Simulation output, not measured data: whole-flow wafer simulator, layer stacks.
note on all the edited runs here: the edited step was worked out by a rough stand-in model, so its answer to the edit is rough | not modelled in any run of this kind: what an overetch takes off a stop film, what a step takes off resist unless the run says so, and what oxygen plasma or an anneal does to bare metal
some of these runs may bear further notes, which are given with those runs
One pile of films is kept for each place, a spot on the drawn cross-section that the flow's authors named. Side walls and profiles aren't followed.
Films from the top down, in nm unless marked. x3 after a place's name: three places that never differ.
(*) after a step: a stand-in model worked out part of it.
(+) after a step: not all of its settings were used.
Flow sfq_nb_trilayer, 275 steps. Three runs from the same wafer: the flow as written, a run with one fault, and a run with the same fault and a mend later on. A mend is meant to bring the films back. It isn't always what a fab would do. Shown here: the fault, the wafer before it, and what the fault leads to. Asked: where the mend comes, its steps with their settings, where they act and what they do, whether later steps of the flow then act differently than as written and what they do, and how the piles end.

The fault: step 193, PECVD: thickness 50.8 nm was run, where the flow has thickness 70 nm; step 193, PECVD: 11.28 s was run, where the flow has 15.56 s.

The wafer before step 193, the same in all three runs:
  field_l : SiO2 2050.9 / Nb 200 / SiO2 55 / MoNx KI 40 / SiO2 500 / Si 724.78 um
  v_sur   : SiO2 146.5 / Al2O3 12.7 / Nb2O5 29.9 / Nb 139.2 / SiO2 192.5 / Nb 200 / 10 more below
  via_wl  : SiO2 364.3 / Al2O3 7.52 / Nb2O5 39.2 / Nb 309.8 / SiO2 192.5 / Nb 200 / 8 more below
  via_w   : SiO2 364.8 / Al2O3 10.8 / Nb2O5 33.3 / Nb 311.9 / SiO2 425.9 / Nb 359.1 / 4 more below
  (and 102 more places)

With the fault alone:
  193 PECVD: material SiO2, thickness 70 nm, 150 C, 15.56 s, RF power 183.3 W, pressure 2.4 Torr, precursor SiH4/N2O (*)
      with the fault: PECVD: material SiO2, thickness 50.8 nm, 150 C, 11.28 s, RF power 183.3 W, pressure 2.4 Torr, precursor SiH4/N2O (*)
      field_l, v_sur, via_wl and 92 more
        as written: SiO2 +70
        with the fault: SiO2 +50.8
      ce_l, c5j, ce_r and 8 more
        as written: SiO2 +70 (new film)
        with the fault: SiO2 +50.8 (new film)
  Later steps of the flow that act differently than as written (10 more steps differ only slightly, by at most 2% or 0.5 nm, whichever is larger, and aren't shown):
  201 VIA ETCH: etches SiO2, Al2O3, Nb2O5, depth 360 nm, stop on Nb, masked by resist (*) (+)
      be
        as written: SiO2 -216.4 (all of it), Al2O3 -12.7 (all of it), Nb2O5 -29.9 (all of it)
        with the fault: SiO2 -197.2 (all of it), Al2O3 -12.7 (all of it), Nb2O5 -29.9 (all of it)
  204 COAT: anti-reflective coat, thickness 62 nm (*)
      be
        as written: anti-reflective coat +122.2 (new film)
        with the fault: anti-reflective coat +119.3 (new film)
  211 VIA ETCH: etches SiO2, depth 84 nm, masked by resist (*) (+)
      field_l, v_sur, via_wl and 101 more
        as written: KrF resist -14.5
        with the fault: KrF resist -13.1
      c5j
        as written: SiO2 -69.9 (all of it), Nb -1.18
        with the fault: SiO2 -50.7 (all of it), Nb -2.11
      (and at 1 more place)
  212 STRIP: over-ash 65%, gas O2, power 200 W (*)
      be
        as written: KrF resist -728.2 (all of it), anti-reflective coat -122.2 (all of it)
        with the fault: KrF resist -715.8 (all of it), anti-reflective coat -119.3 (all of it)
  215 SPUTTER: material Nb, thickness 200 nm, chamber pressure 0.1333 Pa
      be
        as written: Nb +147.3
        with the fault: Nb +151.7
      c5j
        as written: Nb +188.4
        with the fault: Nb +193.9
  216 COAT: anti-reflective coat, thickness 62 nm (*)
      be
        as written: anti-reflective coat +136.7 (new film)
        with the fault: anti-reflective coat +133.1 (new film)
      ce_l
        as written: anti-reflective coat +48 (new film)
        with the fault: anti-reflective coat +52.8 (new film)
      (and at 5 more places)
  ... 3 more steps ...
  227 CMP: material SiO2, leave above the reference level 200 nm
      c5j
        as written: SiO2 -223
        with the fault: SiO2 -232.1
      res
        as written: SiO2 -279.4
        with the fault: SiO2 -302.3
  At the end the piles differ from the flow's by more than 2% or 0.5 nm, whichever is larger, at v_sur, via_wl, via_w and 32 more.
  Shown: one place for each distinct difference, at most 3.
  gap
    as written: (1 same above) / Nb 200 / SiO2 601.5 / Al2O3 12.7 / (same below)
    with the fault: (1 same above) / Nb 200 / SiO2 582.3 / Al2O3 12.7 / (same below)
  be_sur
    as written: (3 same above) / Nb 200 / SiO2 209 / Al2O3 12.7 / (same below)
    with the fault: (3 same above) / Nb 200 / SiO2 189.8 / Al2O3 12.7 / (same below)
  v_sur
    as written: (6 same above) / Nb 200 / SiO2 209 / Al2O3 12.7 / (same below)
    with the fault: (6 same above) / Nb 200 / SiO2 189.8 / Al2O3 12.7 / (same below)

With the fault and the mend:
  The mend comes after step 193.
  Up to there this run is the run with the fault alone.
  193a PECVD: material SiO2, thickness 19.2 nm, 150 C, 4.267 s, RF power 183.3 W, pressure 2.4 Torr, precursor SiH4/N2O (*) (the flow's step 193 once more, with other settings)
      field_l, v_sur, via_wl and 103 more
        SiO2 +19.2
  No later step of the flow acts differently than as written, at any place that is followed, by more than 2% or 0.5 nm, whichever is larger.
  At the end the piles are the same as the flow's at every place that both follow.
